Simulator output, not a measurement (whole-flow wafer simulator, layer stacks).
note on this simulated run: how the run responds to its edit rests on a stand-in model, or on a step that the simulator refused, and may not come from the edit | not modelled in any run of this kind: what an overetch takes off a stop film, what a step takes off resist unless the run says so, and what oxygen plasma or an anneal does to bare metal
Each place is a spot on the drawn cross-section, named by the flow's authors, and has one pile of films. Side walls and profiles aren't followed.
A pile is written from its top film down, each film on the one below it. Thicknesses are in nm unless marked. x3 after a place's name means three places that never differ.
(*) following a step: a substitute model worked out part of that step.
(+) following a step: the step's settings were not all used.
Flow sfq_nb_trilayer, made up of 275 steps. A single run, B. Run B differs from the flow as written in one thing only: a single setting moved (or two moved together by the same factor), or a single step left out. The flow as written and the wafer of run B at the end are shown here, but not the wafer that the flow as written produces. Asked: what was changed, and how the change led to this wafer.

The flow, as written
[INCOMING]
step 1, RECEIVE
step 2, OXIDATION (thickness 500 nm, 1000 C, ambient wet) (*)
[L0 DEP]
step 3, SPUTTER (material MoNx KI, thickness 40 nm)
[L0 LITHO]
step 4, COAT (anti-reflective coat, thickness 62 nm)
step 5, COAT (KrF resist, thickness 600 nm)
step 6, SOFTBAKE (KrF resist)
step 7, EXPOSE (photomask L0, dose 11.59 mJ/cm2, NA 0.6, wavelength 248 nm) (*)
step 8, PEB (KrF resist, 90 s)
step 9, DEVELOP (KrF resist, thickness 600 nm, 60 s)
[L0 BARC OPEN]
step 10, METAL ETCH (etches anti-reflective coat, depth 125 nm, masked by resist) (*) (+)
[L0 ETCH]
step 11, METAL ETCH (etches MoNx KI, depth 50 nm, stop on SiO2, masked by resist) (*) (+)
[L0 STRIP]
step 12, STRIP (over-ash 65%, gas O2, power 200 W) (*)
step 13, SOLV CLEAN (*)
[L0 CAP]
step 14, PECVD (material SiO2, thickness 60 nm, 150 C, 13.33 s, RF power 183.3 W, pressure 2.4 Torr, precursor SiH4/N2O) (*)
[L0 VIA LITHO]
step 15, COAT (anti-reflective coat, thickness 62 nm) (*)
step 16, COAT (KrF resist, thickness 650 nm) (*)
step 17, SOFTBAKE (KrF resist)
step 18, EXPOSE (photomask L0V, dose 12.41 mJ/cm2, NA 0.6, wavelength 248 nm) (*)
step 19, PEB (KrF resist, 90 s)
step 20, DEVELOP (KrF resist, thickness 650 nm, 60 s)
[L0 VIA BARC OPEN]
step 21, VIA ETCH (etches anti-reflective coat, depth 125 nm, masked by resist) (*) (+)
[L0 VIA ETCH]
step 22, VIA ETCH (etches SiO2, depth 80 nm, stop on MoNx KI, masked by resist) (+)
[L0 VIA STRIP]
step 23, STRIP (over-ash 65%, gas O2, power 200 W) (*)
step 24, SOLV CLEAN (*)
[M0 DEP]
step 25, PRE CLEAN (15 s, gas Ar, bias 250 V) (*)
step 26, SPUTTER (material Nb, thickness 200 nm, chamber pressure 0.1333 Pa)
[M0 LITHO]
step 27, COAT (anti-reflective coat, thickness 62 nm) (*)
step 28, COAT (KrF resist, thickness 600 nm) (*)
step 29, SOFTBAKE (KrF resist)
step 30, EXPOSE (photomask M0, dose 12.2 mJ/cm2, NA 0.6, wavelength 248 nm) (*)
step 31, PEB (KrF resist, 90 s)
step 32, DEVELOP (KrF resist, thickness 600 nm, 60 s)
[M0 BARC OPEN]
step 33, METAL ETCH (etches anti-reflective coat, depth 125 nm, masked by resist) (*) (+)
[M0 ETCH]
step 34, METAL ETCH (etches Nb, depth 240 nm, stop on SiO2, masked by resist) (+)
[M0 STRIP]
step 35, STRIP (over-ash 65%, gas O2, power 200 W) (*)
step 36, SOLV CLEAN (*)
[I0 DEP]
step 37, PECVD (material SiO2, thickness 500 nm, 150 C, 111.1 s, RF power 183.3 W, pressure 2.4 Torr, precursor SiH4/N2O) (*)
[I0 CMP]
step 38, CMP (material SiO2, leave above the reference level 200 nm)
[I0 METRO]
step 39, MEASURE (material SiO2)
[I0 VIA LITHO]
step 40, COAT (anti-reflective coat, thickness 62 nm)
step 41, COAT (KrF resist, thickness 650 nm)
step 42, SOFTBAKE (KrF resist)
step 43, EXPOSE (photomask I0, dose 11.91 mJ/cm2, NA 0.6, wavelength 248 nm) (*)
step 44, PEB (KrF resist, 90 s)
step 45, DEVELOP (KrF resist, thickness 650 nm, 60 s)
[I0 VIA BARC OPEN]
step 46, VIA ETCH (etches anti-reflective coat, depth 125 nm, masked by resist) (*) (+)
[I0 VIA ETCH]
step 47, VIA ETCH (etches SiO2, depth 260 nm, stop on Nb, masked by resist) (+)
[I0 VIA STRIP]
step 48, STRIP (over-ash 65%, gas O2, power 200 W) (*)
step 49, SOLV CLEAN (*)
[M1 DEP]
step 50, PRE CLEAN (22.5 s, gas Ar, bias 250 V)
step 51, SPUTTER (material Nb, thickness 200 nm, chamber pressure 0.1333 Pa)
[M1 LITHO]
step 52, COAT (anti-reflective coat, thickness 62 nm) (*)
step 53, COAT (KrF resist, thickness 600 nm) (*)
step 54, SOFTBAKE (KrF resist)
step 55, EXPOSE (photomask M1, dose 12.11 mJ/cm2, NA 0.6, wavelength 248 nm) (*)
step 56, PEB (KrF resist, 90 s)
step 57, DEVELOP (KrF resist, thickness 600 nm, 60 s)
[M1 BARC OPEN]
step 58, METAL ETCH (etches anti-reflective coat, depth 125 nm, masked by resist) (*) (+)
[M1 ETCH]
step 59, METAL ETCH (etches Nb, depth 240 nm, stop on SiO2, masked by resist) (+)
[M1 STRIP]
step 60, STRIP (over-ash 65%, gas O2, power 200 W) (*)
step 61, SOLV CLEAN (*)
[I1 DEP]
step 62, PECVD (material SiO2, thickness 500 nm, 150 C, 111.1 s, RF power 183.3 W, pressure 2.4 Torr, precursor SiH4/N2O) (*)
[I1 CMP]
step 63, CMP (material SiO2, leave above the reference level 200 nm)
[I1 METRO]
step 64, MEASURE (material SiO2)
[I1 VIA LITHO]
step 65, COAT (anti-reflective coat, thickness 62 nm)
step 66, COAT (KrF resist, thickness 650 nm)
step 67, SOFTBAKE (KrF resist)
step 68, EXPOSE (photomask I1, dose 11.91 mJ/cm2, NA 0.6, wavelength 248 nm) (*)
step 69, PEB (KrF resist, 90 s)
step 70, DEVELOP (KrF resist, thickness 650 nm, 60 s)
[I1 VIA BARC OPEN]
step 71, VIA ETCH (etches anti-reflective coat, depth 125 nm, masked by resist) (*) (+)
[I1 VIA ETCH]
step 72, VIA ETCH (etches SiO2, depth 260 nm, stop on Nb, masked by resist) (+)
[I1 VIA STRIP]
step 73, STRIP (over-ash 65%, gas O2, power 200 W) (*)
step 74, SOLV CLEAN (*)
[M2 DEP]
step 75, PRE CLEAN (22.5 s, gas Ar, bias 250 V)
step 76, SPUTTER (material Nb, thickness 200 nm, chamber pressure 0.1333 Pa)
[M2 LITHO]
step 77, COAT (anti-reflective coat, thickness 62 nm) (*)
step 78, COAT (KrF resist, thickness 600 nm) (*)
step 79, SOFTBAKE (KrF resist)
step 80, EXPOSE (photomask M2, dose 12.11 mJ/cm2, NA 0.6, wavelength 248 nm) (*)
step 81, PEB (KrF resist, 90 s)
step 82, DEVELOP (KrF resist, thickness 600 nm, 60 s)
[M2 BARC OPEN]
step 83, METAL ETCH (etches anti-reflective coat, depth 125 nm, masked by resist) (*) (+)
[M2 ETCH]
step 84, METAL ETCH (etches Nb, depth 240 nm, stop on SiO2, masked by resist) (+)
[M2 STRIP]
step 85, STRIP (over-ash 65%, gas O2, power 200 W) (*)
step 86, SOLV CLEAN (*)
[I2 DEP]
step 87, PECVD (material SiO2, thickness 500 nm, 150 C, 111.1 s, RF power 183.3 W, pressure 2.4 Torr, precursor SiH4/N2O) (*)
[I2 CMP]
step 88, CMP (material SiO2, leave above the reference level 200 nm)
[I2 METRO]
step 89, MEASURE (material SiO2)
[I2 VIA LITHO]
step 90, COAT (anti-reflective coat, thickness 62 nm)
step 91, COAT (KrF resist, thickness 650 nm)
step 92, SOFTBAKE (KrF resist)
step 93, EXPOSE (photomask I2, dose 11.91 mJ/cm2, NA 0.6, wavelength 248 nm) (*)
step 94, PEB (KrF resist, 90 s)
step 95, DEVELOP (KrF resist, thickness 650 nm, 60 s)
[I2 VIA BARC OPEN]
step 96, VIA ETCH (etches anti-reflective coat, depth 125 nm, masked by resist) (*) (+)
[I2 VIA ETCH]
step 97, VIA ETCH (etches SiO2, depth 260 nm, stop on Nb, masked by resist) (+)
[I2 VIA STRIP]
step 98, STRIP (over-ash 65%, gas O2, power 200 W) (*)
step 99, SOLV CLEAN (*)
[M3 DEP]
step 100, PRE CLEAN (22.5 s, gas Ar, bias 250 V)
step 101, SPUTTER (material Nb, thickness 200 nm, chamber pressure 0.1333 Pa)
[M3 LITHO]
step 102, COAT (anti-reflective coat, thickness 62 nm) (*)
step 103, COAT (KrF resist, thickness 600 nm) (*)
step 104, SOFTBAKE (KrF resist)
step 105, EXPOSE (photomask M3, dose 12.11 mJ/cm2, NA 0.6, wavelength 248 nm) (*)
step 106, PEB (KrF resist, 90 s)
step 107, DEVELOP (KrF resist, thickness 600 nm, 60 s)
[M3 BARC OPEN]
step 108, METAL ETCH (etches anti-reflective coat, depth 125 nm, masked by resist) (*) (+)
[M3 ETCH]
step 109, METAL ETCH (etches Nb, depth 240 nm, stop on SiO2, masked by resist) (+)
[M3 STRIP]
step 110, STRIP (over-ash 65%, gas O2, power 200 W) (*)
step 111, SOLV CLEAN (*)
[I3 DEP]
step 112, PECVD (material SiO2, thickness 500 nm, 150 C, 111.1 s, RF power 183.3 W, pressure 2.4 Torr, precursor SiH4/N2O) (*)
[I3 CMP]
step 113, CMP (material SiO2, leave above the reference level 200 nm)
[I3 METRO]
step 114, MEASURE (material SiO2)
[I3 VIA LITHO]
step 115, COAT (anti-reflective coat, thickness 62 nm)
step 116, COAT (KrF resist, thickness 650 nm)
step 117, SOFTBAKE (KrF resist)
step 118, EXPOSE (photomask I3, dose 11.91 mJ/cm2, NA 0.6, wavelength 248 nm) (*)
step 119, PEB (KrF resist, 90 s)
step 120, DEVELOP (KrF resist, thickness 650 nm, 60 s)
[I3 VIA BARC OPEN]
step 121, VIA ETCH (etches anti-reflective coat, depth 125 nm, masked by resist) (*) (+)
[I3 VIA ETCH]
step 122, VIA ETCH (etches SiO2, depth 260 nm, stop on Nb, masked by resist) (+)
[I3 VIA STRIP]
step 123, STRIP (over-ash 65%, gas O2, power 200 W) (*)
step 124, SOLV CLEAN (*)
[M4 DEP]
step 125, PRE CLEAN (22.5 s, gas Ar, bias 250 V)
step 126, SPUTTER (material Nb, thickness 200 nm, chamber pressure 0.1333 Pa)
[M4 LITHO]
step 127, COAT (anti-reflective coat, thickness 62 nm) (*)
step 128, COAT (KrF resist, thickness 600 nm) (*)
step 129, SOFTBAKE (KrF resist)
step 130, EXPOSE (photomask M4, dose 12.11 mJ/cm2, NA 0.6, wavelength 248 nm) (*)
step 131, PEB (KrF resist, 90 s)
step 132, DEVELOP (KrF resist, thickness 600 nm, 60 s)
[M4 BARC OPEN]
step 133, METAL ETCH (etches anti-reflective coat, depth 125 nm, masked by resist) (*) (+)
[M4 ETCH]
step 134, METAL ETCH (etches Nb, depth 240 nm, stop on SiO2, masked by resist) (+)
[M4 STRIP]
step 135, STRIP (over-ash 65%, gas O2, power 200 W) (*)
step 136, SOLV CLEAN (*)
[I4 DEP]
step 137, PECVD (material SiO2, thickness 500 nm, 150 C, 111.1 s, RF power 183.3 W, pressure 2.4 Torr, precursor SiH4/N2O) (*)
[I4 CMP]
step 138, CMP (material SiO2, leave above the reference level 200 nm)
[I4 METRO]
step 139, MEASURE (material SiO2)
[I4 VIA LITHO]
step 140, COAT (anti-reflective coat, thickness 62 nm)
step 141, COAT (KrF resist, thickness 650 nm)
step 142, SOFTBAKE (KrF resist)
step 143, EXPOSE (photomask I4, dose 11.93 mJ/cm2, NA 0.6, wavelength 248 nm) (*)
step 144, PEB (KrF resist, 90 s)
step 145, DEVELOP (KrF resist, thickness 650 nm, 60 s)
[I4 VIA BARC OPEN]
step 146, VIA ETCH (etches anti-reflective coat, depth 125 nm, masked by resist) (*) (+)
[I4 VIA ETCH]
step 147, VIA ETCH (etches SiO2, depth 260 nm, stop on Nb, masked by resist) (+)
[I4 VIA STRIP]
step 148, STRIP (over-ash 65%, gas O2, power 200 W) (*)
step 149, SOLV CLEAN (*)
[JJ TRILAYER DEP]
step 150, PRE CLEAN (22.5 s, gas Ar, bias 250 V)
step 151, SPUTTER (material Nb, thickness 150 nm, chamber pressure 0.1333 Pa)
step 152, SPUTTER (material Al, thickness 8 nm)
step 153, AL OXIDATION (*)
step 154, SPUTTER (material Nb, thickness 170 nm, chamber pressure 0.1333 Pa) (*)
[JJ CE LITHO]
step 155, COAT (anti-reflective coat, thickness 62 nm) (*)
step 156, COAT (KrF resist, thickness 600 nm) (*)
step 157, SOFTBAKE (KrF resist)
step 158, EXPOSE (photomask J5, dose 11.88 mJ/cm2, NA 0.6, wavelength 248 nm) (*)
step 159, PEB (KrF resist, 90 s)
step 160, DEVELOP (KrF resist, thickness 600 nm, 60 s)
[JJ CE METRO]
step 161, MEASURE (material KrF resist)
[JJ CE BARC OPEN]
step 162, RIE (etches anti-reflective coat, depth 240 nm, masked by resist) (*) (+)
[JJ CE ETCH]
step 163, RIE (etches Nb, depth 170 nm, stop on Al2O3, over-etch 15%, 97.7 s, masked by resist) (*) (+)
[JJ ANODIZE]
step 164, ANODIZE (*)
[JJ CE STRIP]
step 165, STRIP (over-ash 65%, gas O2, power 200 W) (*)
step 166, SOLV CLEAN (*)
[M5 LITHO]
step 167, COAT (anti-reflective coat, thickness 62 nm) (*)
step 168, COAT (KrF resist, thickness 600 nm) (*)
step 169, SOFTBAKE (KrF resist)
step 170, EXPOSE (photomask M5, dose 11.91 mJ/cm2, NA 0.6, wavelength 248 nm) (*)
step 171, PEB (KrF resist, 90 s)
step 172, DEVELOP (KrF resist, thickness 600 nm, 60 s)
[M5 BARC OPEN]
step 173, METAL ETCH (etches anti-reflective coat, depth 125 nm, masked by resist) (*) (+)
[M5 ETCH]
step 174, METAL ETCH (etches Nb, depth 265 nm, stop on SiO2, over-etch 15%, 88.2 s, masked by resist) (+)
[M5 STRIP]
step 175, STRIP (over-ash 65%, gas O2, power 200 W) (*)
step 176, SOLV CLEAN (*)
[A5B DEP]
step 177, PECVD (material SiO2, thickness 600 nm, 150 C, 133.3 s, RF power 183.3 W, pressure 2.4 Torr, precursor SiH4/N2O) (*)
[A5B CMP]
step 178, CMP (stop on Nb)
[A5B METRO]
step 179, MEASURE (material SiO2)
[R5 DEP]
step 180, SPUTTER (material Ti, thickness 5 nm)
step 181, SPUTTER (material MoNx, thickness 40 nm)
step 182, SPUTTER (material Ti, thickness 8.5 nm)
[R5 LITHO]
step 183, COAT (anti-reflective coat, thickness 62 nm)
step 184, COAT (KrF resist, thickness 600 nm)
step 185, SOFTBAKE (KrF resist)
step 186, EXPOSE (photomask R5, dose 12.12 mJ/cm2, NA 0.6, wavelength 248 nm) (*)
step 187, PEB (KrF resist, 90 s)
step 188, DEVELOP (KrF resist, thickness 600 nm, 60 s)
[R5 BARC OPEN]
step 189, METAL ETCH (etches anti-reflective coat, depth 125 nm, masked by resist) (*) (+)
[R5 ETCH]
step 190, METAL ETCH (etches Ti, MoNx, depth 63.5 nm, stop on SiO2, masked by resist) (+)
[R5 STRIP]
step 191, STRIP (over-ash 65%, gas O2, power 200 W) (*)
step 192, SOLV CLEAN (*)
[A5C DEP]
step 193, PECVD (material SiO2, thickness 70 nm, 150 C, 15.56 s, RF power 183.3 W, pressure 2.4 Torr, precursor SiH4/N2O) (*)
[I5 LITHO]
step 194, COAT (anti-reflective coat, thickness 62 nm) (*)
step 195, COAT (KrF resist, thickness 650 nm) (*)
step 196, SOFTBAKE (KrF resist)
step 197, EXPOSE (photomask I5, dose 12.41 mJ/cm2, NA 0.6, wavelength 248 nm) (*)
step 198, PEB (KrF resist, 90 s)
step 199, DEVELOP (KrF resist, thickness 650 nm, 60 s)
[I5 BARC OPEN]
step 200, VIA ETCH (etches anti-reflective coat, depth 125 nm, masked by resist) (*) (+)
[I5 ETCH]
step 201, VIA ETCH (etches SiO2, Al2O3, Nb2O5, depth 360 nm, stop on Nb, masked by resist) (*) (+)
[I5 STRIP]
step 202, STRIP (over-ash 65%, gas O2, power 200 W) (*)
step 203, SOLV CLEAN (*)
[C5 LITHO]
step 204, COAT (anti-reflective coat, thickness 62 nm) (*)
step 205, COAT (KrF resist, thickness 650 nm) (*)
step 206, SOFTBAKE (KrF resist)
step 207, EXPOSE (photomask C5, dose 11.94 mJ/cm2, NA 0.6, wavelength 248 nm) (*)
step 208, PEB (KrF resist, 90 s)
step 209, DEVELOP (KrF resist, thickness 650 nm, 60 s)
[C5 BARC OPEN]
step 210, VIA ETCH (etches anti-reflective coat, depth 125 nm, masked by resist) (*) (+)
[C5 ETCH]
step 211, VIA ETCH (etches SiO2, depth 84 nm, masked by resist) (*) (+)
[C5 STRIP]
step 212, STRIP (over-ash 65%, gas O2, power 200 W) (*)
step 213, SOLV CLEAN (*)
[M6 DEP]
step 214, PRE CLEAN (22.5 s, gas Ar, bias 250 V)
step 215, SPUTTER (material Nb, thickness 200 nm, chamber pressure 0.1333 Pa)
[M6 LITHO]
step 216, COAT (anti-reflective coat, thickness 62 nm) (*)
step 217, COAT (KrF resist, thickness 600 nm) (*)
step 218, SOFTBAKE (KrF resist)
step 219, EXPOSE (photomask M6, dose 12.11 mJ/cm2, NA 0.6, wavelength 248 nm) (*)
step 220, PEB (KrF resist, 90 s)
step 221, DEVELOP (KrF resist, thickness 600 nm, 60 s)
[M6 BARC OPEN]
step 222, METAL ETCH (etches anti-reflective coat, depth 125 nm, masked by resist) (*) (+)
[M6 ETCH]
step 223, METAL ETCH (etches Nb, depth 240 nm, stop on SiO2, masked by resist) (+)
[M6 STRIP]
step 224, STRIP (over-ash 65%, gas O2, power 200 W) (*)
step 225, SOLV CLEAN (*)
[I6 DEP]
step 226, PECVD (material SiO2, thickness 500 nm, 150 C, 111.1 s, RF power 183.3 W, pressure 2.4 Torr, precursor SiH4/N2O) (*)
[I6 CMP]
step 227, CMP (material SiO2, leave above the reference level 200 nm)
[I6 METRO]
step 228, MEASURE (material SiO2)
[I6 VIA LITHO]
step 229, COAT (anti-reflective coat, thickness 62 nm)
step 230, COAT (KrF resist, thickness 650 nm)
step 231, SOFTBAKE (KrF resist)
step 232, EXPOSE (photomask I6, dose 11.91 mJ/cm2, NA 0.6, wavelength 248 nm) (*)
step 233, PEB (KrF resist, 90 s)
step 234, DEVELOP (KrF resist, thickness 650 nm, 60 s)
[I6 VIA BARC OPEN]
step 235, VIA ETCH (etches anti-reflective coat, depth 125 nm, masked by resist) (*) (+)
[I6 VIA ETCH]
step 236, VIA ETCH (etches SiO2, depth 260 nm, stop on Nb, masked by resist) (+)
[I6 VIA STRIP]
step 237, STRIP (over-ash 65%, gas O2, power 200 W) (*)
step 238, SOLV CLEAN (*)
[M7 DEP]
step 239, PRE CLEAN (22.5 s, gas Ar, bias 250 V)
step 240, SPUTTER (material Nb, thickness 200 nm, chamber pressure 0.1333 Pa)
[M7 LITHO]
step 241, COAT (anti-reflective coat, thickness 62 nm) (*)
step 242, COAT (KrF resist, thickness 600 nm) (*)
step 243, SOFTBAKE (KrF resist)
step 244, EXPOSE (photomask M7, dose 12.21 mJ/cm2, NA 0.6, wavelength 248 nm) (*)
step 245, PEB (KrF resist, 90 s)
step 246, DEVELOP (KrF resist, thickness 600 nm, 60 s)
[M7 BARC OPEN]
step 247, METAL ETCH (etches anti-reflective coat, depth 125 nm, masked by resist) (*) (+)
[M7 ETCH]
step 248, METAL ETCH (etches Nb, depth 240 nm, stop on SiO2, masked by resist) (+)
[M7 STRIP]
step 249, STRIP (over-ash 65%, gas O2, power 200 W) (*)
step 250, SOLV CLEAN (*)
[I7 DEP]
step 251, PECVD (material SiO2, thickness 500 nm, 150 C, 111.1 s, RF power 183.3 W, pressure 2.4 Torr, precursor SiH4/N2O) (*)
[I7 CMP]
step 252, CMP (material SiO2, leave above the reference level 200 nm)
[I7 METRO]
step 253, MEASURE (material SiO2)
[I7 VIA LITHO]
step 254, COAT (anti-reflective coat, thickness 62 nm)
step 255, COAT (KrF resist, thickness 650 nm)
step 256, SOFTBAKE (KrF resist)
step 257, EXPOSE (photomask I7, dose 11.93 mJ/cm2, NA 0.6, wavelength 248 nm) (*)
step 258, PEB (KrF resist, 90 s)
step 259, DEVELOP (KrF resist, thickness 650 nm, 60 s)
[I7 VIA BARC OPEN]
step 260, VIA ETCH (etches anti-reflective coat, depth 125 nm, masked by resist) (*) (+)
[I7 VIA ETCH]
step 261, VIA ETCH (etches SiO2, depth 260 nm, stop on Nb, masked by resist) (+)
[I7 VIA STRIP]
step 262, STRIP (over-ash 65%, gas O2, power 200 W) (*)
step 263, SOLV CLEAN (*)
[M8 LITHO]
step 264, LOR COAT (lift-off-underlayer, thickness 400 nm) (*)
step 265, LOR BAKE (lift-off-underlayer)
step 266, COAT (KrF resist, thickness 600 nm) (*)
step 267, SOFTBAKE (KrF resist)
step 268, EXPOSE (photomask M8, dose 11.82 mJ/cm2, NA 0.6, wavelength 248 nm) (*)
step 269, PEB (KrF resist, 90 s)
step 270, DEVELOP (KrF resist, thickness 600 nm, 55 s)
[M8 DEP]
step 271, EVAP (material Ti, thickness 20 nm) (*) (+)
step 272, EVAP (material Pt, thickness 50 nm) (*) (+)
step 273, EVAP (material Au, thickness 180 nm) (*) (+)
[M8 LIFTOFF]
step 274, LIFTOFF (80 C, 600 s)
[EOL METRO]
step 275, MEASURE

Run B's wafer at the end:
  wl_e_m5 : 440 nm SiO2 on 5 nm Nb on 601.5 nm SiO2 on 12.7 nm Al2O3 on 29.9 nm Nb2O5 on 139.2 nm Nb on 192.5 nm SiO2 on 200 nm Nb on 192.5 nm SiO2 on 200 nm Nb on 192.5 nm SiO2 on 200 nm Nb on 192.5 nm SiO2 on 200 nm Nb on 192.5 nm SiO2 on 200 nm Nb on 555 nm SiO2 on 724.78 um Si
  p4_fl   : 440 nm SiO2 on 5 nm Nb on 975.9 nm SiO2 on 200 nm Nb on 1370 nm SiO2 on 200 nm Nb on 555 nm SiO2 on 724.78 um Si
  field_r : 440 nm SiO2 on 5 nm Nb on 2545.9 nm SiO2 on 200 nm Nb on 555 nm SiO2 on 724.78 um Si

The reason: step 240, SPUTTER: thickness 245 nm was run, whereas the flow has thickness 200 nm.

The path from the change to this, step by step:
  step 240, SPUTTER (material Nb, thickness 200 nm, chamber pressure 0.1333 Pa)
      field_l, v_sur, via_wl and 102 more: Nb gains 245 (new film) (in the flow as written it would be: Nb gains 200 (new film))
      via_v: Nb gains 197.6 (in the flow as written it would be: Nb gains 161.1)
  step 241, COAT (anti-reflective coat, thickness 62 nm) (*)
      via_v: anti-reflective coat gains 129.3 (new film) (in the flow as written it would be: anti-reflective coat gains 126 (new film))
  step 248, METAL ETCH (etches Nb, depth 240 nm, stop on SiO2, masked by resist) (+)
      field_l, field_r, lsp_l and 62 more: Nb loses 240 (in the flow as written it would be: Nb loses 200 (all of it))
  step 249, STRIP (over-ash 65%, gas O2, power 200 W) (*)
      via_v: KrF resist loses 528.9 (all of it), anti-reflective coat loses 129.3 (all of it) (in the flow as written it would be: KrF resist loses 524.5 (all of it), anti-reflective coat loses 126 (all of it))
  step 251, PECVD (material SiO2, thickness 500 nm, 150 C, 111.1 s, RF power 183.3 W, pressure 2.4 Torr, precursor SiH4/N2O) (*)
      field_l, p4_fl, p4_fm and 56 more: SiO2 gains 500 (new film) (in the flow as written it would be: SiO2 gains 500)
      field_r, lsp_l: SiO2 gains 473.2 (new film) (in the flow as written it would be: SiO2 gains 477.7)
      (as well as at 5 more places)
  step 252, CMP (material SiO2, leave above the reference level 200 nm)
      field_l, p4_fl, p4_fm and 56 more: SiO2 loses 60 (in the flow as written it would be: SiO2 loses 100)
      field_r, lsp_l: SiO2 loses 33.2 (in the flow as written it would be: SiO2 loses 77.7)
      (as well as at 3 more places)
If metal films that touch count as one body, wl_e_m5 has 7 bodies (between them, from the top down: SiO2 601.5 / Al2O3 12.7 / Nb2O5 29.9; SiO2 192.5; SiO2 192.5; SiO2 192.5; SiO2 192.5; SiO2 192.5); the flow as written gives 6 bodies (between them, from the top down: SiO2 192.5; SiO2 192.5; SiO2 192.5; SiO2 192.5; SiO2 192.5).
If metal films that touch count as one body, p4_fl has 3 bodies (between them, from the top down: SiO2 975.9; SiO2 1370); the flow as written gives 2 bodies (between them, from the top down: SiO2 1370).
If metal films that touch count as one body, field_r has 2 bodies (between them, from the top down: SiO2 2545.9); the flow as written gives 1 body.
